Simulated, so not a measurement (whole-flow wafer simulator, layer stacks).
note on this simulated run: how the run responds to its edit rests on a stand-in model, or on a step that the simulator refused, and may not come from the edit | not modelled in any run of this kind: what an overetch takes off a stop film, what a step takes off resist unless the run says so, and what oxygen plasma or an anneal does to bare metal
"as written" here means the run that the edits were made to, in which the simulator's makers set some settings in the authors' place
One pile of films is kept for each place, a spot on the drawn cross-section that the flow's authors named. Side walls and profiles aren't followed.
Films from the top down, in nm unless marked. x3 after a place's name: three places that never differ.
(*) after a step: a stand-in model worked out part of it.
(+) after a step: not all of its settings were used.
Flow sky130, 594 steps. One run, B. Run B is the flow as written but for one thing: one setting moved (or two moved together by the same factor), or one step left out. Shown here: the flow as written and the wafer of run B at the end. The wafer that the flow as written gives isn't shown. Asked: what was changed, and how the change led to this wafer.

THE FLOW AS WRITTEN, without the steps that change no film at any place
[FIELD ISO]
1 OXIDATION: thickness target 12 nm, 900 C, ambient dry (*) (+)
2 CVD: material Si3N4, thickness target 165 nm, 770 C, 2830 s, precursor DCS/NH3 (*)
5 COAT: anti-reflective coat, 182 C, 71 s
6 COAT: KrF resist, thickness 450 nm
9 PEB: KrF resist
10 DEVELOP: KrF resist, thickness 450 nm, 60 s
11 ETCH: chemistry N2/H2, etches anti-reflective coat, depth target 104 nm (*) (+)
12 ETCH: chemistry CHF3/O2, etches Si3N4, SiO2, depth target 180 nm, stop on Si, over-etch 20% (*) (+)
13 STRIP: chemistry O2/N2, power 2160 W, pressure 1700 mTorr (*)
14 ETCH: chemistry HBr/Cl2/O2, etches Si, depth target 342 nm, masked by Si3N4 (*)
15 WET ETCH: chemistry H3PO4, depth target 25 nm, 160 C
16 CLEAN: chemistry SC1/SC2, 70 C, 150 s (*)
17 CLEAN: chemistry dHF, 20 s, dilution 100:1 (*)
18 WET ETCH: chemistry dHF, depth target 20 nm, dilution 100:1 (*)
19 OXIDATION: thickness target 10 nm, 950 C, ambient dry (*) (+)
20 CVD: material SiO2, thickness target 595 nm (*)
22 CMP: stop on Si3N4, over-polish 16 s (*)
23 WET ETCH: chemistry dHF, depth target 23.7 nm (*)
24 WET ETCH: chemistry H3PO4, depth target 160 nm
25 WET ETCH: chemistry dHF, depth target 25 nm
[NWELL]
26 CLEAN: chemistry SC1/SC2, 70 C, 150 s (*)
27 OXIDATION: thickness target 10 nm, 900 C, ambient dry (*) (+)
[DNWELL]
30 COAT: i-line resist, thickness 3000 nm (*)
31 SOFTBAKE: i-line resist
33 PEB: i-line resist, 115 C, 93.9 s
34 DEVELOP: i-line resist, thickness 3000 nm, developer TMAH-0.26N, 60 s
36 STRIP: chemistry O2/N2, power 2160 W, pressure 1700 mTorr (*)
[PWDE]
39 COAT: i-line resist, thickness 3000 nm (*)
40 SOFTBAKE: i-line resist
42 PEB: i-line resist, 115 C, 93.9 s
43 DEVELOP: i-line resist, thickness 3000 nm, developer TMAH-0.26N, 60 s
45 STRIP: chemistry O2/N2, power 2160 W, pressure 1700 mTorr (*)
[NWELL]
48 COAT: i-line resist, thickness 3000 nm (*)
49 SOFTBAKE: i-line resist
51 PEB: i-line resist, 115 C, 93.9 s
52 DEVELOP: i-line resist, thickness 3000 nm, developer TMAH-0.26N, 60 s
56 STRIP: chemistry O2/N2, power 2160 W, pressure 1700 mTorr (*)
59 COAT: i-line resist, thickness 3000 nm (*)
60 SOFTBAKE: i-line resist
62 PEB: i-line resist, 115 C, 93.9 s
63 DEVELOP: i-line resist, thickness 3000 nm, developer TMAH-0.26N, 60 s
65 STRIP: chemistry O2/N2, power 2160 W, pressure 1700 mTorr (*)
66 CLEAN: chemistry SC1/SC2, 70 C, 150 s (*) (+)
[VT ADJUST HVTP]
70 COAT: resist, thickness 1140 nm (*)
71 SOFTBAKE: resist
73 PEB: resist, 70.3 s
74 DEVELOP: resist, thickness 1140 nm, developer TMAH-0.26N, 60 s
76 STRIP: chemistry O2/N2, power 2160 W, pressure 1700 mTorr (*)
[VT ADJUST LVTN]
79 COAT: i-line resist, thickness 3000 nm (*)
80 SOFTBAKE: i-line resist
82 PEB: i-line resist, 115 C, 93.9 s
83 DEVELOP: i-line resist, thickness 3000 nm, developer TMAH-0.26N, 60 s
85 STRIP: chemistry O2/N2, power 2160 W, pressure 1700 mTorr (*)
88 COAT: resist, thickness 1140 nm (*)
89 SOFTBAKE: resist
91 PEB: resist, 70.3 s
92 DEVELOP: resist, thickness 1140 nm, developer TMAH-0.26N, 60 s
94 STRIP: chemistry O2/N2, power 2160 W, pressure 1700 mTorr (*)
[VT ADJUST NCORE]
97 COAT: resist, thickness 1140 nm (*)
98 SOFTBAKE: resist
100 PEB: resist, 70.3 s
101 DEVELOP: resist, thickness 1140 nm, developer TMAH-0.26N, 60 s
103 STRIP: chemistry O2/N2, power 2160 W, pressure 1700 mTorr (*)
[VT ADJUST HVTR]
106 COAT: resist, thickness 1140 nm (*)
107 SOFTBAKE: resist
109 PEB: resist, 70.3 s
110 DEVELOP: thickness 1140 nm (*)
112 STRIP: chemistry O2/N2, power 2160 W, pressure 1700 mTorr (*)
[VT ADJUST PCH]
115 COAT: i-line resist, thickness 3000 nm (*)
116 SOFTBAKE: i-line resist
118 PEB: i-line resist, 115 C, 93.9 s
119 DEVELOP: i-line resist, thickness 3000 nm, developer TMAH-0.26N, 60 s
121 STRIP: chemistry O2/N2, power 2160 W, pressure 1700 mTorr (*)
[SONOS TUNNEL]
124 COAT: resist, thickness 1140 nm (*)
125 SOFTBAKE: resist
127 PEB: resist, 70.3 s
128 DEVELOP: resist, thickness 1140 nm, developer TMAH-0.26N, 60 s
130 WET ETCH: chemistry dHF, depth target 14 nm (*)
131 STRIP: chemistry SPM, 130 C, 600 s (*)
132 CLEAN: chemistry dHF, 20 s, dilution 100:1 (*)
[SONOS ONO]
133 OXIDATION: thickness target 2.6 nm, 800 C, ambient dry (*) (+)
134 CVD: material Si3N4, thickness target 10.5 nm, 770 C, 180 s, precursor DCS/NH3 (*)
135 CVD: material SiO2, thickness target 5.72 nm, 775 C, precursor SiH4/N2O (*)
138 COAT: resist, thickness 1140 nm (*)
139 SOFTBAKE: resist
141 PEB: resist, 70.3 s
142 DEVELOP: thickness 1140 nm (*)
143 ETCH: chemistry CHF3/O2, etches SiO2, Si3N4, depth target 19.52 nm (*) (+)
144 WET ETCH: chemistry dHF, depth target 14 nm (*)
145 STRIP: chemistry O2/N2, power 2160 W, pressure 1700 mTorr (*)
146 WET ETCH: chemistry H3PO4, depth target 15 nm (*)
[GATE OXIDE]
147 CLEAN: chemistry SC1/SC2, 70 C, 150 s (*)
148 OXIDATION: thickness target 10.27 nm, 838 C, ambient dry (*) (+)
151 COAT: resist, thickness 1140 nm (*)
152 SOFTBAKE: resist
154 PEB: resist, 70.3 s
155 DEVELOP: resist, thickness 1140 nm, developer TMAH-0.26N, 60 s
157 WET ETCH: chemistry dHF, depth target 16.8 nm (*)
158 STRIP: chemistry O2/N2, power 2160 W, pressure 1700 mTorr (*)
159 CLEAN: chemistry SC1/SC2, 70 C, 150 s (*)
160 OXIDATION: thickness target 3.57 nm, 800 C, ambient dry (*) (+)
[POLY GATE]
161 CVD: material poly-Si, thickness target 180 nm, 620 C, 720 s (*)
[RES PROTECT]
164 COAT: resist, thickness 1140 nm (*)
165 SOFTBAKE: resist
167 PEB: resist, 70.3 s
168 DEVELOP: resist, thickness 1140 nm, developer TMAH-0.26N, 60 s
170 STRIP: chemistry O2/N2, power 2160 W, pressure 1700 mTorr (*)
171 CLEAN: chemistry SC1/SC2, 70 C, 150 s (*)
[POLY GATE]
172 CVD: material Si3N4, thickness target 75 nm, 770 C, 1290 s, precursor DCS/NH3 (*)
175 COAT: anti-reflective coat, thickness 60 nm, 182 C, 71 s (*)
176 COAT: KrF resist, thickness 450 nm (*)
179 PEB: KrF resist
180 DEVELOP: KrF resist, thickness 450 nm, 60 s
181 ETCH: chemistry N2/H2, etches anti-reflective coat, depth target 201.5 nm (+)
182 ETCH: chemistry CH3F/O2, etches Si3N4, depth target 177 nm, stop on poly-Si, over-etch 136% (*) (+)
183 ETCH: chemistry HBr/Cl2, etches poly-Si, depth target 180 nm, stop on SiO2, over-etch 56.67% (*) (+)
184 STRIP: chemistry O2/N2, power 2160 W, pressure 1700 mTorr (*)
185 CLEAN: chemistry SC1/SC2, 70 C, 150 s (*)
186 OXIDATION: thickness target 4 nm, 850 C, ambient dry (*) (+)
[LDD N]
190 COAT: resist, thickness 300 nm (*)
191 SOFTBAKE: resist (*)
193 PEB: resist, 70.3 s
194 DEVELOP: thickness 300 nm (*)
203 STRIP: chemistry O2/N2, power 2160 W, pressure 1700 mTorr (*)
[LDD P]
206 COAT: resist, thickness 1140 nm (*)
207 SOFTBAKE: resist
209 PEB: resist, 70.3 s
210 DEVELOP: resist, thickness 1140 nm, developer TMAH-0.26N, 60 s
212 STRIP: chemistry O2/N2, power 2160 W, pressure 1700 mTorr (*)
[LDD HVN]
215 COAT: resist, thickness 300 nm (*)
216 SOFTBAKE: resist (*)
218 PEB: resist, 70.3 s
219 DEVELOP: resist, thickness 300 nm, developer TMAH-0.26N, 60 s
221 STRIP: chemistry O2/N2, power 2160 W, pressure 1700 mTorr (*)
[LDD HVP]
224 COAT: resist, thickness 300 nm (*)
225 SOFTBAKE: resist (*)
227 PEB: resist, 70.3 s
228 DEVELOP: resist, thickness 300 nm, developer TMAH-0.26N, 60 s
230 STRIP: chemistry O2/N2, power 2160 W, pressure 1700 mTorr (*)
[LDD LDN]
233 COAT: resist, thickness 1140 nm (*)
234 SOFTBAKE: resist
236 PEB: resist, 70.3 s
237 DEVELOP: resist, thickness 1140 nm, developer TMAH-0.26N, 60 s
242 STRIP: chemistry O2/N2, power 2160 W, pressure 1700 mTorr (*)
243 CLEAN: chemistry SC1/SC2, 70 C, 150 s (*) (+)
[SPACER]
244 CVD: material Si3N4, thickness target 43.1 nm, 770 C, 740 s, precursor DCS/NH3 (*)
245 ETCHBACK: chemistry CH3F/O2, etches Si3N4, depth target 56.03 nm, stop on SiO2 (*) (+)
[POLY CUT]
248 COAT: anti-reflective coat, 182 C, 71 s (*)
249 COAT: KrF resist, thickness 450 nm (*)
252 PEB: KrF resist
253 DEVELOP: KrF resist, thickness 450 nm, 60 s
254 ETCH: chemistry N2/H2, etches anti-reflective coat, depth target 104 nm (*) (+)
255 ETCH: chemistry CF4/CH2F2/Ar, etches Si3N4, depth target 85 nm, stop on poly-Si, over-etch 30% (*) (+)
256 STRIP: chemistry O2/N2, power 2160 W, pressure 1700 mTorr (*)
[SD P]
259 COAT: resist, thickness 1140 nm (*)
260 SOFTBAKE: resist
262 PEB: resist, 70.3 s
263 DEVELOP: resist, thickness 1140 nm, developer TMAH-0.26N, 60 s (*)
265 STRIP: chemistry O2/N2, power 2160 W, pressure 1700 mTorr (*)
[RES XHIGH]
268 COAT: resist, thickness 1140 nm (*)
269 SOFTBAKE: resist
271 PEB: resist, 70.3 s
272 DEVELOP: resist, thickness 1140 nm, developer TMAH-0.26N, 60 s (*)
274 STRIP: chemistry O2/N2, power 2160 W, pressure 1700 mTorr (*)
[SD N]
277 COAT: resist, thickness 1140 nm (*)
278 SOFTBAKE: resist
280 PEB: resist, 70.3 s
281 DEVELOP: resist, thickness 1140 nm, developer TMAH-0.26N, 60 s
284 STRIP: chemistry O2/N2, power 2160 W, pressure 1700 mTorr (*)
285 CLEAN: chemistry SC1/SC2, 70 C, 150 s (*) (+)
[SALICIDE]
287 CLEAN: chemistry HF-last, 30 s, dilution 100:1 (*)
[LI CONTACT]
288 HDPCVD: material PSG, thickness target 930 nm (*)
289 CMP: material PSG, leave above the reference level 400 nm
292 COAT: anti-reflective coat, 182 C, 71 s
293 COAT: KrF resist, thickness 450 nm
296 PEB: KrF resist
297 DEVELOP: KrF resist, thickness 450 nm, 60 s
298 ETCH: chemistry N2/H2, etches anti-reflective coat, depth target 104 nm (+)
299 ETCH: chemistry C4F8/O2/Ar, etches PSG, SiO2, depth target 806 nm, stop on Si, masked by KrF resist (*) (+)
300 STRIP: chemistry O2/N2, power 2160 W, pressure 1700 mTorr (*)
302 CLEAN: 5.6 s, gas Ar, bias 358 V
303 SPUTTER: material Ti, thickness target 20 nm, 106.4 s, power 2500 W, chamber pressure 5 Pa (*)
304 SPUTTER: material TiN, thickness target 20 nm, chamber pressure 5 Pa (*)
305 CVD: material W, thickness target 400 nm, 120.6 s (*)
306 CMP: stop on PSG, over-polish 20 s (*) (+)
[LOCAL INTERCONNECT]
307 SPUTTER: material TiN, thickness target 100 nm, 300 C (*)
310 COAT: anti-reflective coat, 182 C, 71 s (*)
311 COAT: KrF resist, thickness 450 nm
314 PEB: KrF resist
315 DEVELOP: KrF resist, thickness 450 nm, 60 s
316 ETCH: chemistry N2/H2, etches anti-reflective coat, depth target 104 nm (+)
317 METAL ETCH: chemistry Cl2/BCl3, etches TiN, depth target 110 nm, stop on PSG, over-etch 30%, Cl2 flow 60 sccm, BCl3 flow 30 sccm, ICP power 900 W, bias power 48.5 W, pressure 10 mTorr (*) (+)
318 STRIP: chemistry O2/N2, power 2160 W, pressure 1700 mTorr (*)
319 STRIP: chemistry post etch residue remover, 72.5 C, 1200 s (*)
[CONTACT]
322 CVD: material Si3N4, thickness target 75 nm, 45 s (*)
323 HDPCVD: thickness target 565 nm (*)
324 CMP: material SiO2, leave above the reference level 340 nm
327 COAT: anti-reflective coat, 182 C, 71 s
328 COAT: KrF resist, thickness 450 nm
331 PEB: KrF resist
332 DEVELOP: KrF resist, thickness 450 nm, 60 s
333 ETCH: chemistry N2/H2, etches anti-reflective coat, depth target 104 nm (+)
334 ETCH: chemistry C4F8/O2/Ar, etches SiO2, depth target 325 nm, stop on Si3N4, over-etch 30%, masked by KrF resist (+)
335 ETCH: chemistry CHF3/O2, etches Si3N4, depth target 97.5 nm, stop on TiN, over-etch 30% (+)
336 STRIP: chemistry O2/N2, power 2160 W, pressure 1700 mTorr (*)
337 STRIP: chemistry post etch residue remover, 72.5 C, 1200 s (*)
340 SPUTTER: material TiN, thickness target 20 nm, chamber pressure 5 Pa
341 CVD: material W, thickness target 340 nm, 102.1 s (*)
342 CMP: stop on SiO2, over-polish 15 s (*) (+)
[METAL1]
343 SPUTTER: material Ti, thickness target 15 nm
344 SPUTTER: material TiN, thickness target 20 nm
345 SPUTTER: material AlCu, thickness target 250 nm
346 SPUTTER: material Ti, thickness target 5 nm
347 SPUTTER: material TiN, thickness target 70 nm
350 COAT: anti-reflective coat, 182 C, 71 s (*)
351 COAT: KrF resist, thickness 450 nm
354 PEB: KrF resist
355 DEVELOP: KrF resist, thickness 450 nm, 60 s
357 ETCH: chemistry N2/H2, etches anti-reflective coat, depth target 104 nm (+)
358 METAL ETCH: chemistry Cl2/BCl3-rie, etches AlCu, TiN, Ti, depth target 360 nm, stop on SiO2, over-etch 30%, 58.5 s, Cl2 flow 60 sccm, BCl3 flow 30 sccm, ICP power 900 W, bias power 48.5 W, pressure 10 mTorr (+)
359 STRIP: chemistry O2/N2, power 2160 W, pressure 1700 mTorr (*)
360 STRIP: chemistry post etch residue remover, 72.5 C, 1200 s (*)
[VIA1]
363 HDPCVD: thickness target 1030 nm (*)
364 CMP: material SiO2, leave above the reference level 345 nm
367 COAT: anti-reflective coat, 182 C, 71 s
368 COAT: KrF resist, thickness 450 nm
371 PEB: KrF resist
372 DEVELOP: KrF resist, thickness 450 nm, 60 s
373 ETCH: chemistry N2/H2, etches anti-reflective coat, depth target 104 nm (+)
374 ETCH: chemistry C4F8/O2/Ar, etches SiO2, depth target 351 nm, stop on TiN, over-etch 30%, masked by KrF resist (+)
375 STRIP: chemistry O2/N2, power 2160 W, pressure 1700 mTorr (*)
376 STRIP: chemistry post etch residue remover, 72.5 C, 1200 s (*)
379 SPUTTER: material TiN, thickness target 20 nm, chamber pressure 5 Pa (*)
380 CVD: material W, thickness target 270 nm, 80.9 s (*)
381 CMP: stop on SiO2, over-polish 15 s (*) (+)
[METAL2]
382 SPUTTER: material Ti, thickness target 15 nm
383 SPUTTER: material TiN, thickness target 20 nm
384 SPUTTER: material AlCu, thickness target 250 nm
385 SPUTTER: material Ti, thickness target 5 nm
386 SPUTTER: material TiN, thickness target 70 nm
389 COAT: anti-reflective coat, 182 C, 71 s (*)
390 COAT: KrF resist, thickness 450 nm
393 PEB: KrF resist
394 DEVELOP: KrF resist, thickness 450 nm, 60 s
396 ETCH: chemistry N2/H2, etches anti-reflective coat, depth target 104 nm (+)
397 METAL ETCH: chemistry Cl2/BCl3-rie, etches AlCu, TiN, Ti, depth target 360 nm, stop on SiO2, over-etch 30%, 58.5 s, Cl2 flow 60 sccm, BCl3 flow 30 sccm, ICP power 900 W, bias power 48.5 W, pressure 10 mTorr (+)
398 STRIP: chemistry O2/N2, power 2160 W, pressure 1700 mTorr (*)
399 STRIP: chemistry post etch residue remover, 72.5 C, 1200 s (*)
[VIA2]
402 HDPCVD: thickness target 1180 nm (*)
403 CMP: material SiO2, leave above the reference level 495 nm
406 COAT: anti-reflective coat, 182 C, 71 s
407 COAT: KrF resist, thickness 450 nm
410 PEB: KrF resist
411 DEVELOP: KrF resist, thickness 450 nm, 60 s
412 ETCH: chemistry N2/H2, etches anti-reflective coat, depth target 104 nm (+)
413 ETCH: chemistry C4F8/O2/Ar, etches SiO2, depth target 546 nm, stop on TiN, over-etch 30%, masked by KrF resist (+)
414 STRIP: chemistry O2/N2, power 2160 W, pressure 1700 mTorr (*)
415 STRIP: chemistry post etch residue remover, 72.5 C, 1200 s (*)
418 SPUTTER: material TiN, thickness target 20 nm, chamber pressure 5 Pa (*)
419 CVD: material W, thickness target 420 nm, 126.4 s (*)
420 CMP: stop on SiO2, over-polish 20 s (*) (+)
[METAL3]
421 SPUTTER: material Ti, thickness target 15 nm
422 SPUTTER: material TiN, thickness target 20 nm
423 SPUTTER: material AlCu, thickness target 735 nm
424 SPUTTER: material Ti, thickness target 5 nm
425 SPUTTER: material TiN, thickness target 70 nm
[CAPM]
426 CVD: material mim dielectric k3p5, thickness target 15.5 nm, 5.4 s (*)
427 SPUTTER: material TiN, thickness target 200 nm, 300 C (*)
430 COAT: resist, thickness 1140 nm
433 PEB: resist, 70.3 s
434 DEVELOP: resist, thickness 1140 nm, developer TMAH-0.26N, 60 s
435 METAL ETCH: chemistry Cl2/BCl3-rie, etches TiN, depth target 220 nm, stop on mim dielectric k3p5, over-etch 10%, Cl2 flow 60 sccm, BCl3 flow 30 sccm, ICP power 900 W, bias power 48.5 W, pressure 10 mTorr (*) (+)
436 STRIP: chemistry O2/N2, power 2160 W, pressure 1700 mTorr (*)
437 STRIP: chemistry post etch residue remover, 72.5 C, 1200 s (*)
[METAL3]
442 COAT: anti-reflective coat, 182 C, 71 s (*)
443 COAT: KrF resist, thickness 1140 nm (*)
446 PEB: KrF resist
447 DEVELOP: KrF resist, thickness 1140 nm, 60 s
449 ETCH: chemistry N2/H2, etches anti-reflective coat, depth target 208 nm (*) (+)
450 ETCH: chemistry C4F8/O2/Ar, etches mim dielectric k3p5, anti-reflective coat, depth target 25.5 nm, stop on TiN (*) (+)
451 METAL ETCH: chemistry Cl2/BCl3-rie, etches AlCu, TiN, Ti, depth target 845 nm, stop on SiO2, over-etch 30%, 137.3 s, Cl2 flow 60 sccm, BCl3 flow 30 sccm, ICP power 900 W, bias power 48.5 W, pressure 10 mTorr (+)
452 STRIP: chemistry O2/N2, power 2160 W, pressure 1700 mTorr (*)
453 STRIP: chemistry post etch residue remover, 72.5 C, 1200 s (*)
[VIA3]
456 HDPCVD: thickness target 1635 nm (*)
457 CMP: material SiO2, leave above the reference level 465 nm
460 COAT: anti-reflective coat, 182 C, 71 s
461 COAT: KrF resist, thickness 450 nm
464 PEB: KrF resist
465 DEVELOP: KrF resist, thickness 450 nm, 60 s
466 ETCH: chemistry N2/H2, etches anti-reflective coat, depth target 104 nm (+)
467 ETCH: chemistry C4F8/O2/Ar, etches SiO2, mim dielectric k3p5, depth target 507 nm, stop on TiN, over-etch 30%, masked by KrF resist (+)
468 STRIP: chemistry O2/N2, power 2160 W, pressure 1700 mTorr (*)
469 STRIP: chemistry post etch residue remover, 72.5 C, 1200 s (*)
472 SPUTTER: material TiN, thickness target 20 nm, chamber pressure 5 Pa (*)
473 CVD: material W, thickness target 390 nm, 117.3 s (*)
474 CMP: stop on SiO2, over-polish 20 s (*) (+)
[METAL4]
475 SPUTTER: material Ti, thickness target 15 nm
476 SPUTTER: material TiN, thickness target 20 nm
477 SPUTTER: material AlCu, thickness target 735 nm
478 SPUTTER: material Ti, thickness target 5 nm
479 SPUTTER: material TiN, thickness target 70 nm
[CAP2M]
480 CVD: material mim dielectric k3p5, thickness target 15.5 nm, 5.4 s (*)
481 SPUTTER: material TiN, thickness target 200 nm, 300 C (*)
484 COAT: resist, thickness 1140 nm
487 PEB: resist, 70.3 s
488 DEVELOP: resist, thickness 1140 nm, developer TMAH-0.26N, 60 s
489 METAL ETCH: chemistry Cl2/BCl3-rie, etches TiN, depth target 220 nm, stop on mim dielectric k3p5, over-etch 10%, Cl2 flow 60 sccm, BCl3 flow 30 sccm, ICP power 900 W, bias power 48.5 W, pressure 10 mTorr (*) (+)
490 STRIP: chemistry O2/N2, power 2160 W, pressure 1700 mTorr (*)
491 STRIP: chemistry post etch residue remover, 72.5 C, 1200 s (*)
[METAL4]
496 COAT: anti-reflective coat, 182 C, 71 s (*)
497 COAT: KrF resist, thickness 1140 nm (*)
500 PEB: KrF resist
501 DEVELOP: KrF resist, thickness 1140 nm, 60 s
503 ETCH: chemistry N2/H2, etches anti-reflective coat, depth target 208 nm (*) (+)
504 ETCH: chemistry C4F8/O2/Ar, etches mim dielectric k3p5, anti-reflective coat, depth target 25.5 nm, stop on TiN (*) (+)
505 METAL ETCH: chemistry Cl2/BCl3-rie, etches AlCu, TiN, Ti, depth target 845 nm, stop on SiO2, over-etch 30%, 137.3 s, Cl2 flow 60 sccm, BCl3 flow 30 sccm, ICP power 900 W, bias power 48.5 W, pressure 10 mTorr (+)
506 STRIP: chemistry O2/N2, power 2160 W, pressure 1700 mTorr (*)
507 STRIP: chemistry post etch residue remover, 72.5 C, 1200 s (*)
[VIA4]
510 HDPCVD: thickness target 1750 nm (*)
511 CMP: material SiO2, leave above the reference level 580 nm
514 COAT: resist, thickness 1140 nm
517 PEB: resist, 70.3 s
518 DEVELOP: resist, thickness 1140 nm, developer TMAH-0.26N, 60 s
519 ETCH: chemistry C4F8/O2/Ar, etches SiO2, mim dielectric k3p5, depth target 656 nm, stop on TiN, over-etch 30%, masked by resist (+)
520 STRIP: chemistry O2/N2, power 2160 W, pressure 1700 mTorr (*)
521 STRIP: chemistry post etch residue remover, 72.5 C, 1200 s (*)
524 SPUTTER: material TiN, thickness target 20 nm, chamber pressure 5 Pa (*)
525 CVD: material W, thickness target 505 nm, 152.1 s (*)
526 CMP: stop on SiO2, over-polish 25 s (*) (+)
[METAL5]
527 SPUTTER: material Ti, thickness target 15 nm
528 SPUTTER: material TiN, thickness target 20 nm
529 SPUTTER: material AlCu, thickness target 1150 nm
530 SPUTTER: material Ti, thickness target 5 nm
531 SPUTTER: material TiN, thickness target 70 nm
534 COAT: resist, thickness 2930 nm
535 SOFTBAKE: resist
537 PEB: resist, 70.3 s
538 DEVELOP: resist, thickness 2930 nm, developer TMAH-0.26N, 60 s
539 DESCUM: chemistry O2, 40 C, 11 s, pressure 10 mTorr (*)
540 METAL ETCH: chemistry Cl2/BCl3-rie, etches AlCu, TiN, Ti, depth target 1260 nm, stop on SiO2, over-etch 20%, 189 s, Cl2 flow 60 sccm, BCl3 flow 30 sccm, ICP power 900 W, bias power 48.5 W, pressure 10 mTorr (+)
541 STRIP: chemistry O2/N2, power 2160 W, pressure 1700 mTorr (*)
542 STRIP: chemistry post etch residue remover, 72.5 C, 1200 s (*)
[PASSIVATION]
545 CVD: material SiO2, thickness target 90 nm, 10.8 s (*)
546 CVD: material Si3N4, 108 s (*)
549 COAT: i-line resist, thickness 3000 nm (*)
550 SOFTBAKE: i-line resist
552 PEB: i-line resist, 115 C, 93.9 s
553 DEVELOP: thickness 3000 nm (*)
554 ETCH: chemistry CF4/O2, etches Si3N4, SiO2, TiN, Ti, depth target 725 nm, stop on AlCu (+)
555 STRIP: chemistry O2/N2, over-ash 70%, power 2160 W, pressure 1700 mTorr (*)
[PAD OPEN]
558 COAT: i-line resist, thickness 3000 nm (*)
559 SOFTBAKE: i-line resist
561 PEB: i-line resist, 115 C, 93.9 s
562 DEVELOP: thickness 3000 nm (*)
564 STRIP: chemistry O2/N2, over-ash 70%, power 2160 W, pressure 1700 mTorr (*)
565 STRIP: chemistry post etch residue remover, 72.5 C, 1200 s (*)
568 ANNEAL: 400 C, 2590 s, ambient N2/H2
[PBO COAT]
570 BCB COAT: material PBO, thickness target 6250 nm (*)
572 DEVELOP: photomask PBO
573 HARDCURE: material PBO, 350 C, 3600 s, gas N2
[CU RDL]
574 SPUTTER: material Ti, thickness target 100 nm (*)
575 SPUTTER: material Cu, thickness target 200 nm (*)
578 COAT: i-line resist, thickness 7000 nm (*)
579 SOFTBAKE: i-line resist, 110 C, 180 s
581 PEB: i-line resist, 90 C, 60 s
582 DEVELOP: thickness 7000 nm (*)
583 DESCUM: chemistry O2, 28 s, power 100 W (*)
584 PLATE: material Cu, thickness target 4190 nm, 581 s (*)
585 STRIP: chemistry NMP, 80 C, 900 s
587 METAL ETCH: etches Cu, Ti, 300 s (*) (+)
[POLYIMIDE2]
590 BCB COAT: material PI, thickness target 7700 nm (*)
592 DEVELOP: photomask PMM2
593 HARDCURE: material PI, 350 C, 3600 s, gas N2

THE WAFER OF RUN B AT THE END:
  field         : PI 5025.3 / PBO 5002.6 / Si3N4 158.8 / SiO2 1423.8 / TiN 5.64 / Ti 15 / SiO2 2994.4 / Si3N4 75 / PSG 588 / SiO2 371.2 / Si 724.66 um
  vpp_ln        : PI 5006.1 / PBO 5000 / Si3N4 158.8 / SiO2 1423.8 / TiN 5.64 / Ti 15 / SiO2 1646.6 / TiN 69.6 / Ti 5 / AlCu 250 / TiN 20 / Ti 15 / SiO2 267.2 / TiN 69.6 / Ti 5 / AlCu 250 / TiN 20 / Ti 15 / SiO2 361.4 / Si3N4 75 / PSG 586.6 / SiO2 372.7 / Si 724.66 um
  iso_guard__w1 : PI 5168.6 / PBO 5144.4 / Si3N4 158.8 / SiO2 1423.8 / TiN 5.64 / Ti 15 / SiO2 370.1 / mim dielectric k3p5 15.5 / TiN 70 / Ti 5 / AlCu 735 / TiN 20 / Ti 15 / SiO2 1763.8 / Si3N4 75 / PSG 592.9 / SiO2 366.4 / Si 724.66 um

The cause: step 505, METAL ETCH: depth target 633.8 nm was run, where the flow has depth target 845 nm; step 505, METAL ETCH: 103 s was run, where the flow has 137.3 s.

How the change led to this, step by step:
  505 METAL ETCH: chemistry Cl2/BCl3-rie, etches AlCu, TiN, Ti, depth target 845 nm, stop on SiO2, over-etch 30%, 137.3 s, Cl2 flow 60 sccm, BCl3 flow 30 sccm, ICP power 900 W, bias power 48.5 W, pressure 10 mTorr (+)
      field, gate, spacer and 68 more: TiN -70 (all of it), Ti -5 (all of it), AlCu -735 (all of it), TiN -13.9 (as written it would be: TiN -70 (all of it), Ti -5 (all of it), AlCu -735 (all of it), TiN -20 (all of it), Ti -15 (all of it), SiO2 -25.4)
      active, vpp_iso1, mim_edge_plate and 14 more: TiN -70 (all of it), Ti -5 (all of it), AlCu -735 (all of it), TiN -13.9 (as written it would be: TiN -70 (all of it), Ti -5 (all of it), AlCu -735 (all of it), TiN -20 (all of it), Ti -15 (all of it), SiO2 -25.3)
      (and at 105 more places)
  506 STRIP: chemistry O2/N2, power 2160 W, pressure 1700 mTorr (*)
      gate_hv, mim, dice_street and 76 more: KrF resist -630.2 (all of it), anti-reflective coat -80 (all of it) (as written it would be: KrF resist -492.9 (all of it), anti-reflective coat -80 (all of it))
      n_well, p_well, sd_n, sd_p, pad, mim_edge_plate_strap, mim_edge_gap_sheet: KrF resist -630.1 (all of it), anti-reflective coat -80 (all of it) (as written it would be: KrF resist -492.9 (all of it), anti-reflective coat -80 (all of it))
      (and at 19 more places)
  510 HDPCVD: thickness target 1750 nm (*)
      field, active, gate and 85 more: SiO2 +1750 (new film) (as written it would be: SiO2 +1750)
  511 CMP: material SiO2, leave above the reference level 580 nm
      field, active, gate and 77 more: SiO2 -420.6 (as written it would be: SiO2 -374.7)
      iso_guard__w1, mim_edge_gap, vpp_l1ln, vpp_m3ln, rpm_encl, via2_enc, rpm_encl_psd, iso_guard_nsd_tip: SiO2 -420.6 (as written it would be: SiO2 -374.6)
Counting metal films that touch as one body, field has 1 body; the flow as written gives 0 bodies.
Counting metal films that touch as one body, vpp_ln has 3 bodies (between them, from the top down: SiO2 1646.6; SiO2 267.2); the flow as written gives 2 bodies (between them, from the top down: SiO2 267.2).
Counting metal films that touch as one body, iso_guard__w1 has 2 bodies (between them, from the top down: SiO2 370.1 / mim dielectric k3p5 15.5); the flow as written gives 1 body.
